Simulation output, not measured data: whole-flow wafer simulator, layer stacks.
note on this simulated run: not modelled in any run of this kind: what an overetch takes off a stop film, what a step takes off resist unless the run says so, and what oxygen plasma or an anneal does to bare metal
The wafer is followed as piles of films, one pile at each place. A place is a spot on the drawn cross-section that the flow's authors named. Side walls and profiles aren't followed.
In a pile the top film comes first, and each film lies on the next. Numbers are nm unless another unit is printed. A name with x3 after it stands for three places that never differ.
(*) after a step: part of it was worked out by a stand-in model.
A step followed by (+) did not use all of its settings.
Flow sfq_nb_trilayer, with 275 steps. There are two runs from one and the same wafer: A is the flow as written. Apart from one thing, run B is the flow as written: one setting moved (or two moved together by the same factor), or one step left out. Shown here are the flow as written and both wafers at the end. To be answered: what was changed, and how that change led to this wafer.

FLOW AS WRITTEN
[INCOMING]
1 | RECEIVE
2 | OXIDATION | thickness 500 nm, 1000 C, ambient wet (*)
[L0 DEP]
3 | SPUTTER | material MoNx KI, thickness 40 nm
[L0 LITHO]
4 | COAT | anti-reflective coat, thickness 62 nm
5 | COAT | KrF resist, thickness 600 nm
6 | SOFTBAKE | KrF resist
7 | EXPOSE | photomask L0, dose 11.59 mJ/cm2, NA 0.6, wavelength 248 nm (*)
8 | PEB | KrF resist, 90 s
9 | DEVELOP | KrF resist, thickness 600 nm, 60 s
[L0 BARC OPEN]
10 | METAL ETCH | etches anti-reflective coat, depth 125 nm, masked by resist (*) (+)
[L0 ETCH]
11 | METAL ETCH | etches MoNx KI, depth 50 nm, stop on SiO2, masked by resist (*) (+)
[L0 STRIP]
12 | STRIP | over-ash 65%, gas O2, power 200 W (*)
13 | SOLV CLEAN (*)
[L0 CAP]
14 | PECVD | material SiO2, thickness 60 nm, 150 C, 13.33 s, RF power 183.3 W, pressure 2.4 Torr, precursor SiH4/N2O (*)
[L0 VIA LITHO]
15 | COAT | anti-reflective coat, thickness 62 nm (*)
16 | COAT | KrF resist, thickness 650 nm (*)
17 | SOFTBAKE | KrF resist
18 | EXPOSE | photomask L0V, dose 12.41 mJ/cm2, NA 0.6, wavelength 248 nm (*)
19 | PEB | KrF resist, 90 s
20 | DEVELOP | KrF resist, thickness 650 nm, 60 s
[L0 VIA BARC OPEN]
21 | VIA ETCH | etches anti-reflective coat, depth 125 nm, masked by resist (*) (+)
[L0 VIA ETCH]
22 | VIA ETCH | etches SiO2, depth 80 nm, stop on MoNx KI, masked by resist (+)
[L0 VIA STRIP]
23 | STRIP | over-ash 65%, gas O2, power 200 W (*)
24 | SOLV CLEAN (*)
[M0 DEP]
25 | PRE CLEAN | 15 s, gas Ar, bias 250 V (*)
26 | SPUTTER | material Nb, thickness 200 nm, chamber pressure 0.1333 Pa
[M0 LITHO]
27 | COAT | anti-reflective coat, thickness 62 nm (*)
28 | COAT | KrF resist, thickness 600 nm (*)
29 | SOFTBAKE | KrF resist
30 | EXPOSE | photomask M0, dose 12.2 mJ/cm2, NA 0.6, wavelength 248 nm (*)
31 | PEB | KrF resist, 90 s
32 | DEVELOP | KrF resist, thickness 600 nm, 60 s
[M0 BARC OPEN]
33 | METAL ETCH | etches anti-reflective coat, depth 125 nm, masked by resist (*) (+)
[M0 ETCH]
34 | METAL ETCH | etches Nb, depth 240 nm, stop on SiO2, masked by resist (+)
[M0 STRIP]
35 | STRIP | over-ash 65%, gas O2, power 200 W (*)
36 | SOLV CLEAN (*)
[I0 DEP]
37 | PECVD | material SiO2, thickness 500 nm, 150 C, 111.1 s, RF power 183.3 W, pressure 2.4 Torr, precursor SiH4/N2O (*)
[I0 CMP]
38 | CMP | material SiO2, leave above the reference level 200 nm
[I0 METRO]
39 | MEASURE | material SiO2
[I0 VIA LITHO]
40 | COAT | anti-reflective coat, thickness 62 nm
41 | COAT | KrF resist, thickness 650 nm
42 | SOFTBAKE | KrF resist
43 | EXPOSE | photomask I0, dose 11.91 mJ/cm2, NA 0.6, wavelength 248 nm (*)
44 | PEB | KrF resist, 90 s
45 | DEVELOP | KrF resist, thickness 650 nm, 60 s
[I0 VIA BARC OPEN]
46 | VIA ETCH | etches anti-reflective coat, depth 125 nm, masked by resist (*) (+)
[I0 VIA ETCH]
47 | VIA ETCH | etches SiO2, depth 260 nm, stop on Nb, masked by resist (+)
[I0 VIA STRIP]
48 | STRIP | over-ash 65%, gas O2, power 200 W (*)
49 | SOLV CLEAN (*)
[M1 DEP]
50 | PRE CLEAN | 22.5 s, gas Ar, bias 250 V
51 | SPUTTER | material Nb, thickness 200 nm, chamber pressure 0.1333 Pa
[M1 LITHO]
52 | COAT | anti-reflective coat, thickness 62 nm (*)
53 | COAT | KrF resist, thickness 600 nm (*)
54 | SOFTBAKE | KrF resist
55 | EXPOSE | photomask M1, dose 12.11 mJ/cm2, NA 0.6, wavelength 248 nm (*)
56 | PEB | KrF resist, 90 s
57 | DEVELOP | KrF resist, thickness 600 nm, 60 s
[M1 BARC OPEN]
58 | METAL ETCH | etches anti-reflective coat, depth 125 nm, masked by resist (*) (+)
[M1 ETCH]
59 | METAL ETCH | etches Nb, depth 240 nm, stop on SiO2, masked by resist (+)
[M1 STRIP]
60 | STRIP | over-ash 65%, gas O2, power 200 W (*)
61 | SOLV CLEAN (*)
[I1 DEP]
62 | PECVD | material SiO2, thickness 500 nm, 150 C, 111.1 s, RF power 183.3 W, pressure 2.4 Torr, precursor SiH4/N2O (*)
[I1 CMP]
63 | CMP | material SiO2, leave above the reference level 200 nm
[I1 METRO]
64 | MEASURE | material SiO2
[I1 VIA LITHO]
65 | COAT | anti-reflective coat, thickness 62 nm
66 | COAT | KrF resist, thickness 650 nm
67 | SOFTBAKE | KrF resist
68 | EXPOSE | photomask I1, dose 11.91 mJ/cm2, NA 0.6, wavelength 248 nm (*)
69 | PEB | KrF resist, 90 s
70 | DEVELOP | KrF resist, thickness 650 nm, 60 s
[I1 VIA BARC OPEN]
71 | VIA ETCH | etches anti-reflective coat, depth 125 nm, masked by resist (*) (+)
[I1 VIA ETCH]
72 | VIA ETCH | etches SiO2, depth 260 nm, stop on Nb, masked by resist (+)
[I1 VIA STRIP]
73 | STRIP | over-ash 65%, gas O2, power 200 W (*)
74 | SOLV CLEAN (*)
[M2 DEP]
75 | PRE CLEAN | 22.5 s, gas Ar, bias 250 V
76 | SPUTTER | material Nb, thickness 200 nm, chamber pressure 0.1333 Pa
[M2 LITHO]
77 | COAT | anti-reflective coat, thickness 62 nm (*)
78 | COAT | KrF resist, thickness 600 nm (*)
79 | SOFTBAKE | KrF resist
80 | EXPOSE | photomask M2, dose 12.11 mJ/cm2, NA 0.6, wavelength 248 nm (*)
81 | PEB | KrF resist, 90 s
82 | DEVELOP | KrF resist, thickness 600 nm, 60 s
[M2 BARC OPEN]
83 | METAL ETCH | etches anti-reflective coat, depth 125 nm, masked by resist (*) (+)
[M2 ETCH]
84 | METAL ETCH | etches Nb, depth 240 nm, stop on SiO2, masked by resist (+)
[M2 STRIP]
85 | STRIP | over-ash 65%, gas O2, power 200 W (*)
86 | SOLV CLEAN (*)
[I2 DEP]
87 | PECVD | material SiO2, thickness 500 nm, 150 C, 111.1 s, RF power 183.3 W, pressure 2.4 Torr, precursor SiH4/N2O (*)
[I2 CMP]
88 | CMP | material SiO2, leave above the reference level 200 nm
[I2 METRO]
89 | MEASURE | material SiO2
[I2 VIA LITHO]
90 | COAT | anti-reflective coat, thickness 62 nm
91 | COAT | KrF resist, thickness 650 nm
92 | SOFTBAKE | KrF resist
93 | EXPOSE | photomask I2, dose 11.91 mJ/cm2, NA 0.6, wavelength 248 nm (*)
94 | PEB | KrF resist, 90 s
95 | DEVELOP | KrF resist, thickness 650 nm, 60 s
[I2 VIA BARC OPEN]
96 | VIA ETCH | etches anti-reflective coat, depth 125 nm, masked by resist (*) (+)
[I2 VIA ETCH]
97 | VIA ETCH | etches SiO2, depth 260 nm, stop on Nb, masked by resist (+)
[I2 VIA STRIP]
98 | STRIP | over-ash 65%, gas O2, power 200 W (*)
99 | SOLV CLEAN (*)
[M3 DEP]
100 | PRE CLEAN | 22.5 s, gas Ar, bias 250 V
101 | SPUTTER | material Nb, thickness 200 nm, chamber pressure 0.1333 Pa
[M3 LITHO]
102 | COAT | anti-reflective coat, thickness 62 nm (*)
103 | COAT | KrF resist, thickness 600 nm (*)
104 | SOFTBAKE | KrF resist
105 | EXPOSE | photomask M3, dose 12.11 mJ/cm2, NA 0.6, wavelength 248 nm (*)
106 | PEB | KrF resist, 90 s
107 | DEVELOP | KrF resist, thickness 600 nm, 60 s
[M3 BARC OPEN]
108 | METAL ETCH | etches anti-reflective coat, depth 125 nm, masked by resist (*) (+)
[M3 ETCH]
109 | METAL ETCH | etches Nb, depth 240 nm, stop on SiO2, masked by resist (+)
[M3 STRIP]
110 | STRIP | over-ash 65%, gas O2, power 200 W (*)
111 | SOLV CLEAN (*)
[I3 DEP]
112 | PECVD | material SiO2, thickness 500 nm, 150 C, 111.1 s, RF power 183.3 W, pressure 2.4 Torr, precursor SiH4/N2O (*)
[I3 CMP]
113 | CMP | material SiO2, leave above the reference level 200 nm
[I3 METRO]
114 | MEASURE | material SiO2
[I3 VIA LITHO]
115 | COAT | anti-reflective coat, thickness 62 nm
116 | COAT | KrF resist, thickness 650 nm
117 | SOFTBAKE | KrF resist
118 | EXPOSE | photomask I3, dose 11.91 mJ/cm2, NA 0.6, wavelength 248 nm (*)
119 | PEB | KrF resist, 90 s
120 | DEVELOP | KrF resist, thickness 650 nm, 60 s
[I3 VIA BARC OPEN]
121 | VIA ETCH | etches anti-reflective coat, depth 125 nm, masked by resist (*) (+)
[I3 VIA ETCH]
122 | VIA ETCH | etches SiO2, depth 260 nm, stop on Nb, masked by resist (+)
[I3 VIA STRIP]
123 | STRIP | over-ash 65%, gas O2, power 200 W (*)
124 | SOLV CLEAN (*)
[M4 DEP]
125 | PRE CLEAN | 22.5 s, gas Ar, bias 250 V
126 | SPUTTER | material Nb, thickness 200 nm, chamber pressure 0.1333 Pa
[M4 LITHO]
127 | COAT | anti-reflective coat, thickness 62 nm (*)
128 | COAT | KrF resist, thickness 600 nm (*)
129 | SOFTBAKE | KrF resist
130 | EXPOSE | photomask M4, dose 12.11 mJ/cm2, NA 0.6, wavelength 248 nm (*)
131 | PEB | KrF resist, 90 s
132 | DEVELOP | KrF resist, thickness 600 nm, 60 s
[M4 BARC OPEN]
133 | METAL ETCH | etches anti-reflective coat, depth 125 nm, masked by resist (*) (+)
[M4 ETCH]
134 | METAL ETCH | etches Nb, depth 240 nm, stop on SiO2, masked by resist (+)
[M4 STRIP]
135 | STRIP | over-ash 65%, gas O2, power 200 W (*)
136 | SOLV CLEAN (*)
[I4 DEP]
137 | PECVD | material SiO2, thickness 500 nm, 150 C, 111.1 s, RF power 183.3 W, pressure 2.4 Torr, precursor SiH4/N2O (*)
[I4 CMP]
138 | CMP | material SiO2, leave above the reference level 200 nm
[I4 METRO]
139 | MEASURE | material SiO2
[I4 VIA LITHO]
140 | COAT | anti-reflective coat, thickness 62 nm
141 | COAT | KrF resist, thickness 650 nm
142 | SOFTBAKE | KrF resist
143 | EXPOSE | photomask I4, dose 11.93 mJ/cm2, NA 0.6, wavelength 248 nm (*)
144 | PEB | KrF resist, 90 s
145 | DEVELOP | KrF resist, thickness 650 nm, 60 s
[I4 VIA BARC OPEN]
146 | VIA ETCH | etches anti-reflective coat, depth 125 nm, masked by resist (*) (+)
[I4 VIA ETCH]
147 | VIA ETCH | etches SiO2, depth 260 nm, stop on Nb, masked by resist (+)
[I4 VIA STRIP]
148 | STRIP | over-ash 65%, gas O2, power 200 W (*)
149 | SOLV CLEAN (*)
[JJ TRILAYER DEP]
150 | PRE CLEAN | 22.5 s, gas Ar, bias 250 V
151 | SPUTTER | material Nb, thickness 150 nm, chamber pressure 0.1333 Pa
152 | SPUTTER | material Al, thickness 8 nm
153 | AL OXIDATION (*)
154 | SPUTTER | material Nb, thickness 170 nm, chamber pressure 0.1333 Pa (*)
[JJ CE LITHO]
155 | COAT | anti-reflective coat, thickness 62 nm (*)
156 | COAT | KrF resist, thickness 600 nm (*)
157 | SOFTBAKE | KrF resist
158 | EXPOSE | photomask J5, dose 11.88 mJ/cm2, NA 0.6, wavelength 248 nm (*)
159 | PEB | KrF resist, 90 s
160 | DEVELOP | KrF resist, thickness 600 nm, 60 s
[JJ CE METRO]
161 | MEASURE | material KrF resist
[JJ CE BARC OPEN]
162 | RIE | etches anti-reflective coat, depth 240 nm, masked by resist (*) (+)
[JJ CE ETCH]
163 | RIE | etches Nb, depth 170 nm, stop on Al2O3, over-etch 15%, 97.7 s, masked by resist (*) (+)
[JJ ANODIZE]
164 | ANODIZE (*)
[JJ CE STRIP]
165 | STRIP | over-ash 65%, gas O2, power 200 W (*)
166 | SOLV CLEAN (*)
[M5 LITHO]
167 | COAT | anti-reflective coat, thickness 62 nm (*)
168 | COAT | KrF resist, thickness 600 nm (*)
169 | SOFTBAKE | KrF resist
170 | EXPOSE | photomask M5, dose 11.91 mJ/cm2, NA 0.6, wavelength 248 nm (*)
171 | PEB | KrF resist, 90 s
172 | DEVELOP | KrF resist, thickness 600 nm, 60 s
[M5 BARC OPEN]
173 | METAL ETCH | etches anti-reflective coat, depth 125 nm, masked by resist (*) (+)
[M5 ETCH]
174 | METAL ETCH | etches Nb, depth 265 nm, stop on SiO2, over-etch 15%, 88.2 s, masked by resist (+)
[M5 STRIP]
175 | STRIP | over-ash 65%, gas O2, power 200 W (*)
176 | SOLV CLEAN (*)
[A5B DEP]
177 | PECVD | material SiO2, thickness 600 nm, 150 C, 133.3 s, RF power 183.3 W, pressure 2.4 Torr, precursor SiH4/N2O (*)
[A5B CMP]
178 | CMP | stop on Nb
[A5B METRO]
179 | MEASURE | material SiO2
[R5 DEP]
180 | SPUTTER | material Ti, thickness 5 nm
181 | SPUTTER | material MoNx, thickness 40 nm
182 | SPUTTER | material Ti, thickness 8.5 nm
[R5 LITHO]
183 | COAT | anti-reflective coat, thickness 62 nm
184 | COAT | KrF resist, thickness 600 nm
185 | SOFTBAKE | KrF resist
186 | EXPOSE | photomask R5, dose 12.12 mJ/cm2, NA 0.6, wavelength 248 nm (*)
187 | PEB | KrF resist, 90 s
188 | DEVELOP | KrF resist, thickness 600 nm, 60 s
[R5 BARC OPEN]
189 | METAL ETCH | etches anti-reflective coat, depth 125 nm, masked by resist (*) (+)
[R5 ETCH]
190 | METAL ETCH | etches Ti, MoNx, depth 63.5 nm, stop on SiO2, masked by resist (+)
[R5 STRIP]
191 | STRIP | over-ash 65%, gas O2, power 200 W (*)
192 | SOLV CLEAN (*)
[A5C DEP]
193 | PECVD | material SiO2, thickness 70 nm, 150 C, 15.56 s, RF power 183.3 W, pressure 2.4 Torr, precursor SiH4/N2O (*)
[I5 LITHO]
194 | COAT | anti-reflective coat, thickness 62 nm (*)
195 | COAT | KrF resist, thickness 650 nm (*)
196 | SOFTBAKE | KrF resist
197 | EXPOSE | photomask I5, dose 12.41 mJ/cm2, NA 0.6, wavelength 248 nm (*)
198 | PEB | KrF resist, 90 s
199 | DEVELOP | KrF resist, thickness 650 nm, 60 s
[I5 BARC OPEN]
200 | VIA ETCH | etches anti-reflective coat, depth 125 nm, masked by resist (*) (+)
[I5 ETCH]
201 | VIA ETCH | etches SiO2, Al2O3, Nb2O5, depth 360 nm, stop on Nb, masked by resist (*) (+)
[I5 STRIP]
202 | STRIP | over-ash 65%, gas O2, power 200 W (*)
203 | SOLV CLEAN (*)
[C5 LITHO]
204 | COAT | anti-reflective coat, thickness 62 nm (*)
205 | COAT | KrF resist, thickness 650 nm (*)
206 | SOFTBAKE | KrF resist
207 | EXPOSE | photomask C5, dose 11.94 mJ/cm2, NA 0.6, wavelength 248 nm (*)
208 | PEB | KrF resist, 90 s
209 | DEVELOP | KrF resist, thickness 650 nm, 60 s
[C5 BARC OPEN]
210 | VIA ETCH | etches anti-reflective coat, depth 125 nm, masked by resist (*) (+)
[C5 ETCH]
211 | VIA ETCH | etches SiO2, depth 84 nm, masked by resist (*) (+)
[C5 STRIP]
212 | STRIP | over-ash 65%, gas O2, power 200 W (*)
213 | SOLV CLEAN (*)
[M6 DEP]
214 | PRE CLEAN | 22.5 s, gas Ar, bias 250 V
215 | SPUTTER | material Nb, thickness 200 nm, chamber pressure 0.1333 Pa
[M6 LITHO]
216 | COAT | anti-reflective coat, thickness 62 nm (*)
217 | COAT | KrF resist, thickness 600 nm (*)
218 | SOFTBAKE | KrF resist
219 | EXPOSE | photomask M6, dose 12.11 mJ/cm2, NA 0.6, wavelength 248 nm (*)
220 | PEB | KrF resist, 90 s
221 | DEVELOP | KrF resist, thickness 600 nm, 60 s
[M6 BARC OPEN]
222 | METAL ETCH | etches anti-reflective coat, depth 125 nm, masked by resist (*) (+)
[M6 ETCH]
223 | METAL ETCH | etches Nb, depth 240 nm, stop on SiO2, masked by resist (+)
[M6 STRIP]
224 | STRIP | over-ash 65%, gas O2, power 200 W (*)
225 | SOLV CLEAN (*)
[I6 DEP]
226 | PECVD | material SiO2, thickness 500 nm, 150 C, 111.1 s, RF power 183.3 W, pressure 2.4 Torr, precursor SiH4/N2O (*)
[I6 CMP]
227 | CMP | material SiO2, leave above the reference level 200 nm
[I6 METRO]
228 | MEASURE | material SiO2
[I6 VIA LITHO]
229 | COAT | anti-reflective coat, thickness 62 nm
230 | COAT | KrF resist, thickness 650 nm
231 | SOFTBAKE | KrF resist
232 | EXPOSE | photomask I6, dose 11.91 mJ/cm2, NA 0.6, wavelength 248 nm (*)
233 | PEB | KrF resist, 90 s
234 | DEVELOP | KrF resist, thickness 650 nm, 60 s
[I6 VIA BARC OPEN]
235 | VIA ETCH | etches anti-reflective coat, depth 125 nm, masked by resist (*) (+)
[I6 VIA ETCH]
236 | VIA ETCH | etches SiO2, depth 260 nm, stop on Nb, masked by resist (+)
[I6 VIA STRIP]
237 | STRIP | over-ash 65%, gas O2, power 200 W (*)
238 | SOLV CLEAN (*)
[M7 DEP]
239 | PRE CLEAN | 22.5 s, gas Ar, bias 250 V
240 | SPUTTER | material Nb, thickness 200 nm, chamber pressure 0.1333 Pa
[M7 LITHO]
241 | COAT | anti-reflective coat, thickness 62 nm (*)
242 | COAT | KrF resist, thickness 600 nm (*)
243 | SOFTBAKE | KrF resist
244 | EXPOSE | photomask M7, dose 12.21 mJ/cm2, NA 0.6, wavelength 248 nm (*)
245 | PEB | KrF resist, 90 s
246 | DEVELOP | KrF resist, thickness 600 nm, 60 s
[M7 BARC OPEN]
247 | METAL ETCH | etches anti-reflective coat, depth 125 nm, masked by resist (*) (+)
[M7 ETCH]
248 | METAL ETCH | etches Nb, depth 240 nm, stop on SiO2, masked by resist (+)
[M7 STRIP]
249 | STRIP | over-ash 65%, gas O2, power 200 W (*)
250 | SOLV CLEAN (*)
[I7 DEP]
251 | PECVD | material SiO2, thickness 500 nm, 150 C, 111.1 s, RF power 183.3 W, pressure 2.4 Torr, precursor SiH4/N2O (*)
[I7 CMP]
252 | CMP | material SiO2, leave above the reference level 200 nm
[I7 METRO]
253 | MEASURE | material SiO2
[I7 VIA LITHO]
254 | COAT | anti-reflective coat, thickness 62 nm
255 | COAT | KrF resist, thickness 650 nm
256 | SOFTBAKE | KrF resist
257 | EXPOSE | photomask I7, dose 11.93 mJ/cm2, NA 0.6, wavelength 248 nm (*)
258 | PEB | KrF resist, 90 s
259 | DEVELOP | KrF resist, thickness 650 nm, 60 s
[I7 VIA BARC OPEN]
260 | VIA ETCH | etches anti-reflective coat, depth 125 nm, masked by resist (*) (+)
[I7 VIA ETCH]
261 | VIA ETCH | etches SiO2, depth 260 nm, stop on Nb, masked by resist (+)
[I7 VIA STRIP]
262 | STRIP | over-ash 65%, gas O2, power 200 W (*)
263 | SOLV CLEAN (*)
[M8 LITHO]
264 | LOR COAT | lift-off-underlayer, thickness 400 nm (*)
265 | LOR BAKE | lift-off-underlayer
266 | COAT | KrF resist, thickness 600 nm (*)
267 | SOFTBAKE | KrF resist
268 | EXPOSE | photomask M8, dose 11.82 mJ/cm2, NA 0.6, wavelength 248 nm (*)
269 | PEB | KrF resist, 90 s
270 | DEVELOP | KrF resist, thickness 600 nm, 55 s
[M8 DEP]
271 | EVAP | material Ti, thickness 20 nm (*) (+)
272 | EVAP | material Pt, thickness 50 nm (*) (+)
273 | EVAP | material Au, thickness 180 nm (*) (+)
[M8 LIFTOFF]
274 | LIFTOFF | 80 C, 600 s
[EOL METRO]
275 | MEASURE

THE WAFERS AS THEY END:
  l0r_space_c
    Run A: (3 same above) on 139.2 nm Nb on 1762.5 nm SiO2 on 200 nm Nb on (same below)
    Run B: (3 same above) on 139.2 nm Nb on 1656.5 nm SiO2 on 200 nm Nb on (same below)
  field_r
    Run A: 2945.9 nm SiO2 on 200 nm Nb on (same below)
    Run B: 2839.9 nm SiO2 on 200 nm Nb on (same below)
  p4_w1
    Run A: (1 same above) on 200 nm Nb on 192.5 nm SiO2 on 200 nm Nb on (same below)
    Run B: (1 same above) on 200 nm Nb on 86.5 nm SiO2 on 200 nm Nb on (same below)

The reason: step 113, CMP: leave above the reference level 94 nm was run, while the flow as written has leave above the reference level 200 nm.

How this came from the change, step by step:
  113 | CMP | material SiO2, leave above the reference level 200 nm
      field_l, be, be_sur and 64 more: A -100 SiO2 | B -206 SiO2
      v_sur, via_wl, via_wr and 27 more: A -300 SiO2 | B -406 SiO2
      (as well as at 9 more places)
  122 | VIA ETCH | etches SiO2, depth 260 nm, stop on Nb, masked by resist (+)
      field_l, v_sur, via_wl and 102 more: A -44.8 KrF resist | B -24.3 KrF resist
      via_v: A -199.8 SiO2 (all of it) | B -93.8 SiO2 (all of it)
  123 | STRIP | over-ash 65%, gas O2, power 200 W (*)
      field_l, v_sur, via_wl and 102 more: A -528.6 KrF resist (all of it), -62 anti-reflective coat (all of it) | B -549.2 KrF resist (all of it), -62 anti-reflective coat (all of it)
  126 | SPUTTER | material Nb, thickness 200 nm, chamber pressure 0.1333 Pa
      via_v: A +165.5 Nb | B +189.3 Nb
  127 | COAT | anti-reflective coat, thickness 62 nm (*)
      via_v: A +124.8 anti-reflective coat (new film) | B +102.1 anti-reflective coat (new film)
  128 | COAT | KrF resist, thickness 600 nm (*)
      via_v: A +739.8 KrF resist (new film) | B +649.5 KrF resist (new film)
  135 | STRIP | over-ash 65%, gas O2, power 200 W (*)
      via_sp: A -373.9 KrF resist (all of it), -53 anti-reflective coat (all of it) | B -382.6 KrF resist (all of it), -53 anti-reflective coat (all of it)
      via_v: A -521.8 KrF resist (all of it), -124.8 anti-reflective coat (all of it) | B -431.8 KrF resist (all of it), -102.1 anti-reflective coat (all of it)
      (as well as at 1 more place)
  137 | PECVD | material SiO2, thickness 500 nm, 150 C, 111.1 s, RF power 183.3 W, pressure 2.4 Torr, precursor SiH4/N2O (*)
      via_v: A +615 SiO2 (new film) | B +500 SiO2 (new film)
  138 | CMP | material SiO2, leave above the reference level 200 nm
      via_v: A -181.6 SiO2 | B -196.3 SiO2
